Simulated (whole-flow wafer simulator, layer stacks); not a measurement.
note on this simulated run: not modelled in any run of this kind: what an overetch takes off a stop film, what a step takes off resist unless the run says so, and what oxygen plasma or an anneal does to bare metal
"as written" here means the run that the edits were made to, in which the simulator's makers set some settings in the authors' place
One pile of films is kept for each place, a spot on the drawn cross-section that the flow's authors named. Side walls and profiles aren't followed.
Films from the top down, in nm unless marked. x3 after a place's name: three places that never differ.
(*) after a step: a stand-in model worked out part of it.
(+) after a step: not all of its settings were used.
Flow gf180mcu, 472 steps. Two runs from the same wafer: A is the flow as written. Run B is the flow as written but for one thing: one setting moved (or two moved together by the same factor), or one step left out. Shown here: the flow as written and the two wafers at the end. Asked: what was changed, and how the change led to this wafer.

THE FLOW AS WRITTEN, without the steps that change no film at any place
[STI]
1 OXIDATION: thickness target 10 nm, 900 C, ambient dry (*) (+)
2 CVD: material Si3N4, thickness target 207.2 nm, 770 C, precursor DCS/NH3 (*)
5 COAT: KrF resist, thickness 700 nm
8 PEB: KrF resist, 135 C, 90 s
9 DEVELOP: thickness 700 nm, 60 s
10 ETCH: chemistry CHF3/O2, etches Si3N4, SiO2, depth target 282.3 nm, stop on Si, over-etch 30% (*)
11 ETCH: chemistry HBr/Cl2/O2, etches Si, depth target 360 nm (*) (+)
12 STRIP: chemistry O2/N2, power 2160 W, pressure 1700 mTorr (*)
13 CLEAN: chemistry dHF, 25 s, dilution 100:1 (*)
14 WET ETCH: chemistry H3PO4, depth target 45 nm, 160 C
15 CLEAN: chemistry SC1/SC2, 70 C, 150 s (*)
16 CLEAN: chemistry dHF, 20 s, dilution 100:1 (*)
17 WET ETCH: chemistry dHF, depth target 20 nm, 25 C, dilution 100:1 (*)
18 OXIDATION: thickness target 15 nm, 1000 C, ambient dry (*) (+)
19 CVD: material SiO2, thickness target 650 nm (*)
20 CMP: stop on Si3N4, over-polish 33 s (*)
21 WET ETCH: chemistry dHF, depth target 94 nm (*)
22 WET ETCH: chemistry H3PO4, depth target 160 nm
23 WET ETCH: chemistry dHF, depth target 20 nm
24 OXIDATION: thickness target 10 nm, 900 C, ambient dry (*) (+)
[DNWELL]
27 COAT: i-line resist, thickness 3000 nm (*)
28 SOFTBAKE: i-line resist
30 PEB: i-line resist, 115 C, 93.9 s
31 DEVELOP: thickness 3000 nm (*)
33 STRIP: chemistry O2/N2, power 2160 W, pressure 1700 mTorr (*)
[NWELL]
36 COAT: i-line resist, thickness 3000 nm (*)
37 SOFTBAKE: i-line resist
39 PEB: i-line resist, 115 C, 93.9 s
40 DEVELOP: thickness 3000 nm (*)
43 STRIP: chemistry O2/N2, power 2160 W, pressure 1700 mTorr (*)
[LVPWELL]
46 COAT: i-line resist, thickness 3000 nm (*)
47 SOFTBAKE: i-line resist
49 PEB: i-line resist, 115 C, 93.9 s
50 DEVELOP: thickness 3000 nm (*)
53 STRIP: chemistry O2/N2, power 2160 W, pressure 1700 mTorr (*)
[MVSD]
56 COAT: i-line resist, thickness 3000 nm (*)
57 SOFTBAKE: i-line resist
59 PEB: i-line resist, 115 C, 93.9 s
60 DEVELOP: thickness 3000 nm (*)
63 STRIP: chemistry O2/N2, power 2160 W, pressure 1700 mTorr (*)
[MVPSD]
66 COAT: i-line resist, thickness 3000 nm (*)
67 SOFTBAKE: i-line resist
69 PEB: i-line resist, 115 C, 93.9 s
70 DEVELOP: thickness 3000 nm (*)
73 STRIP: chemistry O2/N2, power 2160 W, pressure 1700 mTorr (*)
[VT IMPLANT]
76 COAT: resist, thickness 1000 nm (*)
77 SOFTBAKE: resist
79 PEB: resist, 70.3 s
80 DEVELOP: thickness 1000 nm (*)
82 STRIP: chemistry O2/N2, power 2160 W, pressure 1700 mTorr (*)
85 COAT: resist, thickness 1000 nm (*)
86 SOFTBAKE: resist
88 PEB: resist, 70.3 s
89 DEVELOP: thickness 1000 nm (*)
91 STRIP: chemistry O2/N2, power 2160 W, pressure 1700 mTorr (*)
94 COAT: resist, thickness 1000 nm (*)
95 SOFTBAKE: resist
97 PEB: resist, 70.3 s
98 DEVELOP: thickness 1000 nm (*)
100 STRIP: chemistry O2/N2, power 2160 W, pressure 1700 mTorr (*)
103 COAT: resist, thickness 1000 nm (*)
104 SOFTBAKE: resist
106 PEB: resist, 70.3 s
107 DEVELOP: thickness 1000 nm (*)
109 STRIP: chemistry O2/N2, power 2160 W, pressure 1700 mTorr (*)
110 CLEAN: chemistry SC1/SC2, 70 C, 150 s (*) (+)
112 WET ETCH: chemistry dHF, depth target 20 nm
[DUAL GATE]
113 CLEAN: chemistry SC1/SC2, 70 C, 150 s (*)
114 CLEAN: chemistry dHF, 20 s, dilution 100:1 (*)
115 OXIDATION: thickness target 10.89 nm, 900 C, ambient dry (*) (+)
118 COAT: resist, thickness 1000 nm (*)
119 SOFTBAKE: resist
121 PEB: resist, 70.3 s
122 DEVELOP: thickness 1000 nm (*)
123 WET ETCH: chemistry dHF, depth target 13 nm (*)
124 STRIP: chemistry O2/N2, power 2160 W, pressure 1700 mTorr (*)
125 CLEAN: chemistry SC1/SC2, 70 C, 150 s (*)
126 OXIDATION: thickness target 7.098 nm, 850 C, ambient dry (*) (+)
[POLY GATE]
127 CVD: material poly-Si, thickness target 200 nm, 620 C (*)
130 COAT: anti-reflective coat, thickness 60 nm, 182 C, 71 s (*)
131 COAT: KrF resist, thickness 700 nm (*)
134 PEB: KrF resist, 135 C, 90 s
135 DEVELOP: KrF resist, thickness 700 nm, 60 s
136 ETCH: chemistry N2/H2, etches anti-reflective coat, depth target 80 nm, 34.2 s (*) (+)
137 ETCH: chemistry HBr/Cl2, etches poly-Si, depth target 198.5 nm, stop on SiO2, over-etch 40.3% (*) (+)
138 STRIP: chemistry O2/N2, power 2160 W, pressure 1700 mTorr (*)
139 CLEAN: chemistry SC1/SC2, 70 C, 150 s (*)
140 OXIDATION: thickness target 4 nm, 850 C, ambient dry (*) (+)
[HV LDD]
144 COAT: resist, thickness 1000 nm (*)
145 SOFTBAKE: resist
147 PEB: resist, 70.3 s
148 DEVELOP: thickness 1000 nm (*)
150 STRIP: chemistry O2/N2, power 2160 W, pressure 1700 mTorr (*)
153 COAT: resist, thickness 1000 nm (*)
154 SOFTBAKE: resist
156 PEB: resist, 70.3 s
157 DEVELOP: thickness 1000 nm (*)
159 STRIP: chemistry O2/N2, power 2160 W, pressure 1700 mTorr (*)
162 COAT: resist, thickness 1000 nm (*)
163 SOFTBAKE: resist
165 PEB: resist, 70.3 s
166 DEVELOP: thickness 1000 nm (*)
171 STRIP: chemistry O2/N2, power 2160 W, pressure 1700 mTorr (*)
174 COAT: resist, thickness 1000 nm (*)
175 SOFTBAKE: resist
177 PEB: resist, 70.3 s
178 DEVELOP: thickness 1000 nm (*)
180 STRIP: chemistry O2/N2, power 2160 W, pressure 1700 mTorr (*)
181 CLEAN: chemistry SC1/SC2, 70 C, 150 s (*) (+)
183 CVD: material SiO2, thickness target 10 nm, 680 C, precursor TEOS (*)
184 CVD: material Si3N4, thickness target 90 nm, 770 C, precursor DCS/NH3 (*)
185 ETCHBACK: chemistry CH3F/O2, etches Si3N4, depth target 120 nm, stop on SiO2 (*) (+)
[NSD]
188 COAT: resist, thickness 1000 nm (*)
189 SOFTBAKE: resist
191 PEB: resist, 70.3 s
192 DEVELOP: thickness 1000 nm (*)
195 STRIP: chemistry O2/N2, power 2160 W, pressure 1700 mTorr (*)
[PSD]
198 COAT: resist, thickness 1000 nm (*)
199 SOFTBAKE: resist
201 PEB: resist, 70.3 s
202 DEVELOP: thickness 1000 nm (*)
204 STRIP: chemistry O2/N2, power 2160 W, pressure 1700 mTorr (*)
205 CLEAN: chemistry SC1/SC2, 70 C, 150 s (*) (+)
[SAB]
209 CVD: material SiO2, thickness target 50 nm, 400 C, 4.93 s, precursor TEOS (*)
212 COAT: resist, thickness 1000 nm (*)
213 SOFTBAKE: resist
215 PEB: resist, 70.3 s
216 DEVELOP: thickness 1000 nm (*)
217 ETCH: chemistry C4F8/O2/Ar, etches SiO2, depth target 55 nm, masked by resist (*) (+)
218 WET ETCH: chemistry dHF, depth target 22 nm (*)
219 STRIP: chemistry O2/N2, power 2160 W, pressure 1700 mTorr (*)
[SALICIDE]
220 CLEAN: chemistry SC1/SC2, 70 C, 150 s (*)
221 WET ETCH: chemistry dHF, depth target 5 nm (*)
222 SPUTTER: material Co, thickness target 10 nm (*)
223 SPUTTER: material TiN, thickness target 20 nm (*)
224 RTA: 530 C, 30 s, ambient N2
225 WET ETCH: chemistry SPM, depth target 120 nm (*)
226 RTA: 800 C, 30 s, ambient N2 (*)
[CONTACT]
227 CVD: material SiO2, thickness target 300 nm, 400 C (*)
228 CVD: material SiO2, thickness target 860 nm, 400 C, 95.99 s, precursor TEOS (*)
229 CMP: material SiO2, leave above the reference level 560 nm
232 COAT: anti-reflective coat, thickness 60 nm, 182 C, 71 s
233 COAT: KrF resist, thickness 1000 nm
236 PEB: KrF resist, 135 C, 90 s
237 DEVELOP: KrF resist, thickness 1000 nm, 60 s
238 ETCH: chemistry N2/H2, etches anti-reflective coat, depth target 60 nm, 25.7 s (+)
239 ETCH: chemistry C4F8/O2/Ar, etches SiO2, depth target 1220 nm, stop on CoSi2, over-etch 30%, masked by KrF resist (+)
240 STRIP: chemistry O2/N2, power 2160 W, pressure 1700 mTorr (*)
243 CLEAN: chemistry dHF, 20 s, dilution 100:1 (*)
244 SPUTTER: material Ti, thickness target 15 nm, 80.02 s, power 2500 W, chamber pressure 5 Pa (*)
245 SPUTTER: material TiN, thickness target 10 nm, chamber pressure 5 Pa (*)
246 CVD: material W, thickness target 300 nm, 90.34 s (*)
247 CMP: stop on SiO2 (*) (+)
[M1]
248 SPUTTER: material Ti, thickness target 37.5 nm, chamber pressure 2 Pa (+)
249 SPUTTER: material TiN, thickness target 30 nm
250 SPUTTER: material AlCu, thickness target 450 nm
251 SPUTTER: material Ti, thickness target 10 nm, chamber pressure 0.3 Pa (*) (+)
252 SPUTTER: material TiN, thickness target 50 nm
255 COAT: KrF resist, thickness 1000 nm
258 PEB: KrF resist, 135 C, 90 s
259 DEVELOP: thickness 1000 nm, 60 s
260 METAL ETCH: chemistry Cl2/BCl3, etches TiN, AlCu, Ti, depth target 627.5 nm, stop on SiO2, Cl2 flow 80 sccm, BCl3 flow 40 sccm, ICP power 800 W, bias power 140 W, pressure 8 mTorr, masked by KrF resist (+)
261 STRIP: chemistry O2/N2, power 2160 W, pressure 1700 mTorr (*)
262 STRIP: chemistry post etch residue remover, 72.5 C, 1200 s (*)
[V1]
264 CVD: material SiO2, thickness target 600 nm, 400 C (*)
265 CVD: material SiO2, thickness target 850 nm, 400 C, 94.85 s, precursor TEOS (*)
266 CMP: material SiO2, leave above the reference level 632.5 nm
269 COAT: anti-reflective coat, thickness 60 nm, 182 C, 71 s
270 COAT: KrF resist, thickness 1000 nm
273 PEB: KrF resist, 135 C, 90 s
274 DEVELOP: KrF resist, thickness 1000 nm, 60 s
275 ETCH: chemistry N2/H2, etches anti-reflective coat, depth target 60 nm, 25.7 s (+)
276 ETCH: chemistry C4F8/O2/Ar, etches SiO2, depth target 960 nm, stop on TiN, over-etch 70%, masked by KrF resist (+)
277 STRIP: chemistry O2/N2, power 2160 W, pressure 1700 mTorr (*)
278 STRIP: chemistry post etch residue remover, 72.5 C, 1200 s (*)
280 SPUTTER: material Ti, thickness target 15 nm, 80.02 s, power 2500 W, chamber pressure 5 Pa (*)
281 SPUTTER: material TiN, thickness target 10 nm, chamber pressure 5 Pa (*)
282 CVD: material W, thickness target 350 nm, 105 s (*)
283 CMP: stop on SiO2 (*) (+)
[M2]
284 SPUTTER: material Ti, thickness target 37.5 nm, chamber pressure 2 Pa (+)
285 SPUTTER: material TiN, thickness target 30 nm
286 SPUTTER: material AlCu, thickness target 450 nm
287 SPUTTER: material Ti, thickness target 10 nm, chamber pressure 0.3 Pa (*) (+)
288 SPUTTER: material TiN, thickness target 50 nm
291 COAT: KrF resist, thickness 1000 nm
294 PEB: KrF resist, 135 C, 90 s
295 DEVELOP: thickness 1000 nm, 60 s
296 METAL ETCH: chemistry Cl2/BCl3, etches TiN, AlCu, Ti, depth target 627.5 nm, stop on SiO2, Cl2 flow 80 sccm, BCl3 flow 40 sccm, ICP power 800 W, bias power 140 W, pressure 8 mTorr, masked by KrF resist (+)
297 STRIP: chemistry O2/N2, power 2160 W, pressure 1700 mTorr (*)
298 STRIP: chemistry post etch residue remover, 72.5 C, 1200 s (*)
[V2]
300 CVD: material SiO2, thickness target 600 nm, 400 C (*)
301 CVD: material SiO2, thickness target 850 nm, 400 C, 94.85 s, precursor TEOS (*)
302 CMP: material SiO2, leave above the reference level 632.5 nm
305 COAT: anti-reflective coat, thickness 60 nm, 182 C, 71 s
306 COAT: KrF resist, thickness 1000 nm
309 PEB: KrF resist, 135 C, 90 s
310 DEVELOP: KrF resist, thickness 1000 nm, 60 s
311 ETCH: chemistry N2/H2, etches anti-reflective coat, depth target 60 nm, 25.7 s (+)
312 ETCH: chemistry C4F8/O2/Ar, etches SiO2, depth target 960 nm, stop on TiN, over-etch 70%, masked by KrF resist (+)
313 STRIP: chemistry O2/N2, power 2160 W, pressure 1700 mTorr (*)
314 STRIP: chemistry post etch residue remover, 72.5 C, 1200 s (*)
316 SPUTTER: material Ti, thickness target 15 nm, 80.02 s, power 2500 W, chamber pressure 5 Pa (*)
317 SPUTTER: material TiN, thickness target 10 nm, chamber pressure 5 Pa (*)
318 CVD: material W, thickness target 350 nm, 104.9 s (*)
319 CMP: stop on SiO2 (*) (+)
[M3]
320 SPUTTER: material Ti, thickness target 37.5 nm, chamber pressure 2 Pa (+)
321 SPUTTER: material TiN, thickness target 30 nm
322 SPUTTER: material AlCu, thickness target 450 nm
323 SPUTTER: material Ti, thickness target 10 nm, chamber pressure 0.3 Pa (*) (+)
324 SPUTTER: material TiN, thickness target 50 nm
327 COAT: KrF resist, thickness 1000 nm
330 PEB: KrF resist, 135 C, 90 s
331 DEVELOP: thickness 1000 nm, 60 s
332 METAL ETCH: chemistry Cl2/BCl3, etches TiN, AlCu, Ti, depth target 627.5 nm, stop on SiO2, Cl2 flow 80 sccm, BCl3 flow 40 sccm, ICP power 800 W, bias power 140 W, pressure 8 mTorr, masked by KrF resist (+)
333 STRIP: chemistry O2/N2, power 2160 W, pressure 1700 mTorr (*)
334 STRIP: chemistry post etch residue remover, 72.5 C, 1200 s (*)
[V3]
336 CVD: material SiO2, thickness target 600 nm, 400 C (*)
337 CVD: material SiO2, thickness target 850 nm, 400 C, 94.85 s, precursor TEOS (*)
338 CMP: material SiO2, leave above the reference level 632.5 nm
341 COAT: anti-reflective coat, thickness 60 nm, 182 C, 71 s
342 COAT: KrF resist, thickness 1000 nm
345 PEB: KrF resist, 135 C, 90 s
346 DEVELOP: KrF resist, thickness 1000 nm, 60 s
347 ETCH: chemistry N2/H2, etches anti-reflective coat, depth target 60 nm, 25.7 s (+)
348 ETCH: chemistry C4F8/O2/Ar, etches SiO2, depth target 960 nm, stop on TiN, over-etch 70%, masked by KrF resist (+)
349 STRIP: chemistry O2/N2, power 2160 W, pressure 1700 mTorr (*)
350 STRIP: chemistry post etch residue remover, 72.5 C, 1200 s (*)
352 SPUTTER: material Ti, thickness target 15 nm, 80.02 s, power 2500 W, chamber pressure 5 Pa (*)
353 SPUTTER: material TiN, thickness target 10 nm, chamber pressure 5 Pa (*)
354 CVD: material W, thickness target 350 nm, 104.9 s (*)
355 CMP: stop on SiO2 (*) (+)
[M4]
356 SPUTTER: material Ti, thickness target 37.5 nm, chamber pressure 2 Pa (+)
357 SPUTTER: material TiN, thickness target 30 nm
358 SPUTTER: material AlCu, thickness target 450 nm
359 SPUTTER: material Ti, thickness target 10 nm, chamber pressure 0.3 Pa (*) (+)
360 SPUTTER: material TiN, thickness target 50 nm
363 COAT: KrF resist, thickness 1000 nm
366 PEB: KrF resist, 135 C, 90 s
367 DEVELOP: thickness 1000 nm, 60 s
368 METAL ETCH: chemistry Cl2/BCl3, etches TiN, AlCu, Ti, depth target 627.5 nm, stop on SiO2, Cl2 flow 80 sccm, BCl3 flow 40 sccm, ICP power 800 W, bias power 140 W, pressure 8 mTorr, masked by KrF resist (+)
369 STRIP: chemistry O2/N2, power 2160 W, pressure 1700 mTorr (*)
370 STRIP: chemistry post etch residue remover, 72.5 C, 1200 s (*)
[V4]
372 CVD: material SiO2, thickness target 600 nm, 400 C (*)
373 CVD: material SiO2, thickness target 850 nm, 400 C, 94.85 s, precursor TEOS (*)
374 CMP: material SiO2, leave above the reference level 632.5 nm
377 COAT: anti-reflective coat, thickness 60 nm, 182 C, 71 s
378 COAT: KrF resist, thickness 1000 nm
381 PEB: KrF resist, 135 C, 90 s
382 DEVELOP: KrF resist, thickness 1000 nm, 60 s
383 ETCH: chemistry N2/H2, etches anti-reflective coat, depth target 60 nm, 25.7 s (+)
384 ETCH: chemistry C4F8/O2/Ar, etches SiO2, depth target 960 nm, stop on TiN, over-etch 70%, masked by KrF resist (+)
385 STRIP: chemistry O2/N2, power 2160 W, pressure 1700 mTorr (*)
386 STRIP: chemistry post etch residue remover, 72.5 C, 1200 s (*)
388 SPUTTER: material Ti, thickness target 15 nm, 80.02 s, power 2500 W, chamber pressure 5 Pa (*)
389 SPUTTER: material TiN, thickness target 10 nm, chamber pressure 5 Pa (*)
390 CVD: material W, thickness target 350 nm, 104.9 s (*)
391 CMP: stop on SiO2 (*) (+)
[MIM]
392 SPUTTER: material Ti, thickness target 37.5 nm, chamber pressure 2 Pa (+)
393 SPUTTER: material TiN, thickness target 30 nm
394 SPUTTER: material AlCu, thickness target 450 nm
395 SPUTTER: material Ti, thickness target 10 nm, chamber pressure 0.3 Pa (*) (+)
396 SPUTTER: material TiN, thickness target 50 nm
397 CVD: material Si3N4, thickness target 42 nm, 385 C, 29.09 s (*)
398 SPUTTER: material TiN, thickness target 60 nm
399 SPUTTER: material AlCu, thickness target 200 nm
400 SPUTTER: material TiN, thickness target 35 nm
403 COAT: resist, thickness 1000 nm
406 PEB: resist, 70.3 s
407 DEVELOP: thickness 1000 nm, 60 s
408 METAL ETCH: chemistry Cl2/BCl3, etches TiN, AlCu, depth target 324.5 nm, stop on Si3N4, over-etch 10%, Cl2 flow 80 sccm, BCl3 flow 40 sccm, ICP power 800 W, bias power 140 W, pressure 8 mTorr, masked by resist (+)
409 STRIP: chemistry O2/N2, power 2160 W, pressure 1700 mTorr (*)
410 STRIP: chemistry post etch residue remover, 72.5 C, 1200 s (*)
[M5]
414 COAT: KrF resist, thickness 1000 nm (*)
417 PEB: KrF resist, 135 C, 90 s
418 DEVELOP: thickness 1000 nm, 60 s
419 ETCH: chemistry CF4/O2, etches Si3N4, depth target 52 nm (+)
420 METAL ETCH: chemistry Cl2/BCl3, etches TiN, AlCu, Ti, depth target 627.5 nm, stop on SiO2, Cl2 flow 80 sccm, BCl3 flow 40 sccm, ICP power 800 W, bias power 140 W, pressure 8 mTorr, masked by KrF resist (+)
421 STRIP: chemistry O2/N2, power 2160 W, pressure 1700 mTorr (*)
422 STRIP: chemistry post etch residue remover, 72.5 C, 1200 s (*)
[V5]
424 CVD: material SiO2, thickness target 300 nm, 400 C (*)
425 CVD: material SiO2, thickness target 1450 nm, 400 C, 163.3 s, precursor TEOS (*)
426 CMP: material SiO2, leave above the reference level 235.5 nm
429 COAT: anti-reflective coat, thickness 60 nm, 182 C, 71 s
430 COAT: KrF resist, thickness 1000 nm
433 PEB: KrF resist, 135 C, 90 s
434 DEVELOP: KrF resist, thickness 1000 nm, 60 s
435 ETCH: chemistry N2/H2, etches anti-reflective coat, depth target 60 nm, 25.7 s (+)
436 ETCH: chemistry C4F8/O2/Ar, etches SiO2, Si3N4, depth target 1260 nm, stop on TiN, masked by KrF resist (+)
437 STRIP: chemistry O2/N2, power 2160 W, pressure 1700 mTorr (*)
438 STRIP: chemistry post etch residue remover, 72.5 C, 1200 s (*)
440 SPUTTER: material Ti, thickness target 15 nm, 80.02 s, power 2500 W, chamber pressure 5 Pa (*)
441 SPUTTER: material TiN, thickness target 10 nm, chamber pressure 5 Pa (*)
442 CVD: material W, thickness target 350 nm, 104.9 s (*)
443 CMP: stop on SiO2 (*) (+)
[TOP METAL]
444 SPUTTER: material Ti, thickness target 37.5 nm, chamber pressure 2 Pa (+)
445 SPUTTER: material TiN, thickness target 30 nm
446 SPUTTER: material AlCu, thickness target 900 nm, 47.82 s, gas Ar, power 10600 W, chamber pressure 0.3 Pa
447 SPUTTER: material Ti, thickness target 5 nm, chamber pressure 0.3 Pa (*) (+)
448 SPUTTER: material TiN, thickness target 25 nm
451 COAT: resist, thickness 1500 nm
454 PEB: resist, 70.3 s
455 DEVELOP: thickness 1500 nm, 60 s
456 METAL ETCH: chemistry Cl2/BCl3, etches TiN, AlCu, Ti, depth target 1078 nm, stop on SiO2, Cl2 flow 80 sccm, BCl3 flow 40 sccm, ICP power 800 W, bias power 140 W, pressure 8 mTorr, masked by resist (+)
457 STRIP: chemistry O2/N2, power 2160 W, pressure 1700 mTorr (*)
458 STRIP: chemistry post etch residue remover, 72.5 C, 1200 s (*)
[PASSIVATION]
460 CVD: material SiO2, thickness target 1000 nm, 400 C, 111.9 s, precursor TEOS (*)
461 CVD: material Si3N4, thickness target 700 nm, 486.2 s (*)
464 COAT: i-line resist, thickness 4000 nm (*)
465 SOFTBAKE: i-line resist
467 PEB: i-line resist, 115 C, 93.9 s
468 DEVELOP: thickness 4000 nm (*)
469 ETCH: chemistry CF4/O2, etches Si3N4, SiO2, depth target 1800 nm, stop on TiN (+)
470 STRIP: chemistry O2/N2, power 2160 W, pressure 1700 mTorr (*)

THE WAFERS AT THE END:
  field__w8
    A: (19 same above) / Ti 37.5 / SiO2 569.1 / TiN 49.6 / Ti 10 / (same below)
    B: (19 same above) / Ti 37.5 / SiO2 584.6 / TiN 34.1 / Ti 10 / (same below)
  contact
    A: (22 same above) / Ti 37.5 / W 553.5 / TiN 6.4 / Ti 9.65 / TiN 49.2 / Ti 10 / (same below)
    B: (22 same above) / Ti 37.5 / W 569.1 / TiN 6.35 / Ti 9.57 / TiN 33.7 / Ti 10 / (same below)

The cause: step 324, SPUTTER: thickness target 34.5 nm was run, where the flow has thickness target 50 nm.

How the change led to this, step by step:
  324 SPUTTER: material TiN, thickness target 50 nm
      field, field__w1, field__w2 and 108 more: A TiN +50 (new film) | B TiN +34.5 (new film)
  332 METAL ETCH: chemistry Cl2/BCl3, etches TiN, AlCu, Ti, depth target 627.5 nm, stop on SiO2, Cl2 flow 80 sccm, BCl3 flow 40 sccm, ICP power 800 W, bias power 140 W, pressure 8 mTorr, masked by KrF resist (+)
      field, field__w1, field__w2 and 103 more: A TiN -50 (all of it), Ti -10 (all of it), AlCu -450 (all of it), TiN -30 (all of it), Ti -37.5 (all of it) | B TiN -34.5 (all of it), Ti -10 (all of it), AlCu -450 (all of it), TiN -30 (all of it), Ti -37.5 (all of it)
  348 ETCH: chemistry C4F8/O2/Ar, etches SiO2, depth target 960 nm, stop on TiN, over-etch 70%, masked by KrF resist (+)
      contact: A SiO2 -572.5 (all of it) | B SiO2 -588 (all of it)
